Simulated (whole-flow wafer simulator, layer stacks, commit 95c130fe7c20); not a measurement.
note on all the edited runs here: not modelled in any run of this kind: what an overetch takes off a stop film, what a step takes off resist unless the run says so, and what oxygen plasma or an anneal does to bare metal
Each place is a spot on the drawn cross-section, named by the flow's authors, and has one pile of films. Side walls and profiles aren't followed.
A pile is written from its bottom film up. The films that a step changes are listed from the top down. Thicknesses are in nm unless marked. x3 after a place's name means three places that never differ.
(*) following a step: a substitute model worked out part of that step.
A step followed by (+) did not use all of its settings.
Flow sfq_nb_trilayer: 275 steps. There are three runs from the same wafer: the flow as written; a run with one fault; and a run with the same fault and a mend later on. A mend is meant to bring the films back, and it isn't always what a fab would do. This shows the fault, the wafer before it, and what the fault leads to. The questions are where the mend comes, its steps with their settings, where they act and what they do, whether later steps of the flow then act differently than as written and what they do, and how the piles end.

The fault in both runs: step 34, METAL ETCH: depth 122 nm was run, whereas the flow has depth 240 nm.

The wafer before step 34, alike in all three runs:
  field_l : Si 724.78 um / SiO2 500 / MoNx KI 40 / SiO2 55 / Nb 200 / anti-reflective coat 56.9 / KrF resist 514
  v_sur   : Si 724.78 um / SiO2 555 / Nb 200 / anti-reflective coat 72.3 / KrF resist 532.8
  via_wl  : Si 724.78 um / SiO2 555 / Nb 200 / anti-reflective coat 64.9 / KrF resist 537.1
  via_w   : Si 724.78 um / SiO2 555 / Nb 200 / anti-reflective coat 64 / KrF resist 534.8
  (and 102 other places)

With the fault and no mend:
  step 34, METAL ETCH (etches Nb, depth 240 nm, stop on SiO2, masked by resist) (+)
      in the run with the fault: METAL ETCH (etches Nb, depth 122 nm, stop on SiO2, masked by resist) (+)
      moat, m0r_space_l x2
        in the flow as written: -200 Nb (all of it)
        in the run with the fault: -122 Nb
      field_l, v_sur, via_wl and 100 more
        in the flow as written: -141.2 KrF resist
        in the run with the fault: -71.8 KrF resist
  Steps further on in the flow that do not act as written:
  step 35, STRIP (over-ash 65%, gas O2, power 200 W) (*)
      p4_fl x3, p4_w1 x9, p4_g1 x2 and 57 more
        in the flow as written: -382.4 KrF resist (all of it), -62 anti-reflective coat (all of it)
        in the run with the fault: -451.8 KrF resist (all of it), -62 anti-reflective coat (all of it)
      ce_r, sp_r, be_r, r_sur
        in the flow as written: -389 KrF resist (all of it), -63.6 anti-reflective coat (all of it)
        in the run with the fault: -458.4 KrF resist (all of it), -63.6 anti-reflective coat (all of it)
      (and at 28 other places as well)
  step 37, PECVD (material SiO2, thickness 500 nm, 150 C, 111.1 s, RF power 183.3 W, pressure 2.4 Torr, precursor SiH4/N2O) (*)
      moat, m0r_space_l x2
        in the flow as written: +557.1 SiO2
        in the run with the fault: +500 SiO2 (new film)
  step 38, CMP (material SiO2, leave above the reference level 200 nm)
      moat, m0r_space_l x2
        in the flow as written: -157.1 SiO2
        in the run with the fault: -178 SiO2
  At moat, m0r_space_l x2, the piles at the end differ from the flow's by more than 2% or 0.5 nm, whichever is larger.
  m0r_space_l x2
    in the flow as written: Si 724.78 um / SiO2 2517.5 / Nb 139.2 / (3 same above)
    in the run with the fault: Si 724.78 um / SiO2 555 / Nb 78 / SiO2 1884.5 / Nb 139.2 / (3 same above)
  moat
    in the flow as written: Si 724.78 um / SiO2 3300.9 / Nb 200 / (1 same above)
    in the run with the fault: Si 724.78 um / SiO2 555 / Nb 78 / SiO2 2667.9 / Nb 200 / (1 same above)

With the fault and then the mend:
  The mend follows step 34.
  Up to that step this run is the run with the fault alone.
  step 34a, METAL ETCH (etches Nb, depth 118 nm, stop on SiO2, masked by resist) (+) (a further turn of the flow's step 34, with different settings)
      field_l, v_sur, via_wl and 100 more
        -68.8 KrF resist
      moat, m0r_space_l x2
        -78 Nb (all of it)
  Later steps of the flow that are run all act as written at every place that is followed, up to a difference of at most 2% or 0.5 nm, whichever is larger.
  By the end, the piles equal the flow's at every place that both follow.
